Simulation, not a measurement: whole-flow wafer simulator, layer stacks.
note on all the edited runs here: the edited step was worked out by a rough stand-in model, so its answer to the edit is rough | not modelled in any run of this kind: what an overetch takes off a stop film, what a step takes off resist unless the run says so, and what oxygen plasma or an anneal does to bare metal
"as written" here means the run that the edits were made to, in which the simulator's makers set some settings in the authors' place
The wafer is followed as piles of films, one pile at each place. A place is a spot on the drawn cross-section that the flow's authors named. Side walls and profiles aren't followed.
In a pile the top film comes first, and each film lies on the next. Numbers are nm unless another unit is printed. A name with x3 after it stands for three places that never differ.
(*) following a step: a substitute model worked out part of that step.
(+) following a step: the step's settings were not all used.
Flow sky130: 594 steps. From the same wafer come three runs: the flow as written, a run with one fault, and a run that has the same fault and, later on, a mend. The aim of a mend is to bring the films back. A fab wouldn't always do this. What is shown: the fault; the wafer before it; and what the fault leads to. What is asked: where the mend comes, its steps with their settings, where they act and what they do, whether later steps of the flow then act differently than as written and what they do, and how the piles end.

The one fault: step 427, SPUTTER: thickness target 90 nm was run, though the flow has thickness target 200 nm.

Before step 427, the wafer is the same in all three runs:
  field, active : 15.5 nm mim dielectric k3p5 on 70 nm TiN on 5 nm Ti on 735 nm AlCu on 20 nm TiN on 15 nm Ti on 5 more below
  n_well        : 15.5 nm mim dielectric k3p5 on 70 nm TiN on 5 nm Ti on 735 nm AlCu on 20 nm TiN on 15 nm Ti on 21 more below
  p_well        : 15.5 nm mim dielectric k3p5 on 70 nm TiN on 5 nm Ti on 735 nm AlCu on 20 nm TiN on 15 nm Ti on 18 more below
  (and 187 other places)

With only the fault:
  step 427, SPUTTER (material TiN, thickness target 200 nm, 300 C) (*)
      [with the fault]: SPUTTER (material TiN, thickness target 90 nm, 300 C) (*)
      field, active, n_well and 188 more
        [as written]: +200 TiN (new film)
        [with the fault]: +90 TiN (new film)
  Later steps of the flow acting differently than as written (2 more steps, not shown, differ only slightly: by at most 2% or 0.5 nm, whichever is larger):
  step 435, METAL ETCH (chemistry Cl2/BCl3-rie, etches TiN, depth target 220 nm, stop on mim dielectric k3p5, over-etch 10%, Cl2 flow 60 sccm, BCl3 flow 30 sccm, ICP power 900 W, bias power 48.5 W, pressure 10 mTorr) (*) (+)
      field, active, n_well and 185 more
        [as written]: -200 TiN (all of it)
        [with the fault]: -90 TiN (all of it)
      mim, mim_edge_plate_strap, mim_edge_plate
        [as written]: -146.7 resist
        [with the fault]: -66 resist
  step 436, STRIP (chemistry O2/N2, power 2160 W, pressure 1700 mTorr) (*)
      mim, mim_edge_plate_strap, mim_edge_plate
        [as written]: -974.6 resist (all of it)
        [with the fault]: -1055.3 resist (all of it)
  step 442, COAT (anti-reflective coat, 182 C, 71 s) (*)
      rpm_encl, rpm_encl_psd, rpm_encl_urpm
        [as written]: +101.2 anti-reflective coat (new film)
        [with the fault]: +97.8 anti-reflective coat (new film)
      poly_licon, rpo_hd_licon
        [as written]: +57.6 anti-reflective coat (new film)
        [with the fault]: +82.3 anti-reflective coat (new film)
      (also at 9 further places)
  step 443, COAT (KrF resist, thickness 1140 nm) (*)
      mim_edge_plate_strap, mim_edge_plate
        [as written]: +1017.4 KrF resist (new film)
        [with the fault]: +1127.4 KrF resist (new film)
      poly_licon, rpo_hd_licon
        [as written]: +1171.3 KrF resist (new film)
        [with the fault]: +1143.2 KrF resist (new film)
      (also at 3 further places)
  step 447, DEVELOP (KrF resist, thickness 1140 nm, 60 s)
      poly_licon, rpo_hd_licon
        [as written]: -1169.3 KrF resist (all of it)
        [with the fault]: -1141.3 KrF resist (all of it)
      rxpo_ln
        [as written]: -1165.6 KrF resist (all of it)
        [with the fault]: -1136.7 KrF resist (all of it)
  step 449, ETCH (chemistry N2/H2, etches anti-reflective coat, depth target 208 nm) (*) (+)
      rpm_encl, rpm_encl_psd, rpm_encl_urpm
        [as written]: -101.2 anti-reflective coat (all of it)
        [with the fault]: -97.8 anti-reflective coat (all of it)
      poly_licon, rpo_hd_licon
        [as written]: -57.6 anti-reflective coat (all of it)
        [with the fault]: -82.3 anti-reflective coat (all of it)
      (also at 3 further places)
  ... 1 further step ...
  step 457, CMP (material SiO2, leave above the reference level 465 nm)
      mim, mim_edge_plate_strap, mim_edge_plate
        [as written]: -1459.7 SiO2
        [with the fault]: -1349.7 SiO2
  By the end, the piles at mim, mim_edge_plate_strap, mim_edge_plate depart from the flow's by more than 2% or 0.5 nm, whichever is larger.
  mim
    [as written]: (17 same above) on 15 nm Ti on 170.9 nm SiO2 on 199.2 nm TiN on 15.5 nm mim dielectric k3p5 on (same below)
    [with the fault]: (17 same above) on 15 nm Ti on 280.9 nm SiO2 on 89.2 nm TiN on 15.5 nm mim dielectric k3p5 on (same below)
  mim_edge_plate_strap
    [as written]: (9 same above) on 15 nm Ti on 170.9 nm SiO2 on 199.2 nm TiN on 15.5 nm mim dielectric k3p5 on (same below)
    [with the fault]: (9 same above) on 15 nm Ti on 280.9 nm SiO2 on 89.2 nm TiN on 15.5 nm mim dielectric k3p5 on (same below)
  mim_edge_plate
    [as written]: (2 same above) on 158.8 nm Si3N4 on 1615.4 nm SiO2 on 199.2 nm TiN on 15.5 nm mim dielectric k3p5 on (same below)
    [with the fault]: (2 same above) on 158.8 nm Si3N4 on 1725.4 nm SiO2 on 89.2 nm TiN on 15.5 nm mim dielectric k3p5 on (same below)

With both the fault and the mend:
  The mend follows step 427.
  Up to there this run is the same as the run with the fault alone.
  step 427a, SPUTTER (material TiN, thickness target 110 nm, 300 C) (*) (the flow's step 427 again, with other settings)
      field, active, n_well and 188 more
        +110 TiN
  Every later step of the flow that is run acts as written at every place that is followed.
  By the end, the piles equal the flow's at every place that both follow.
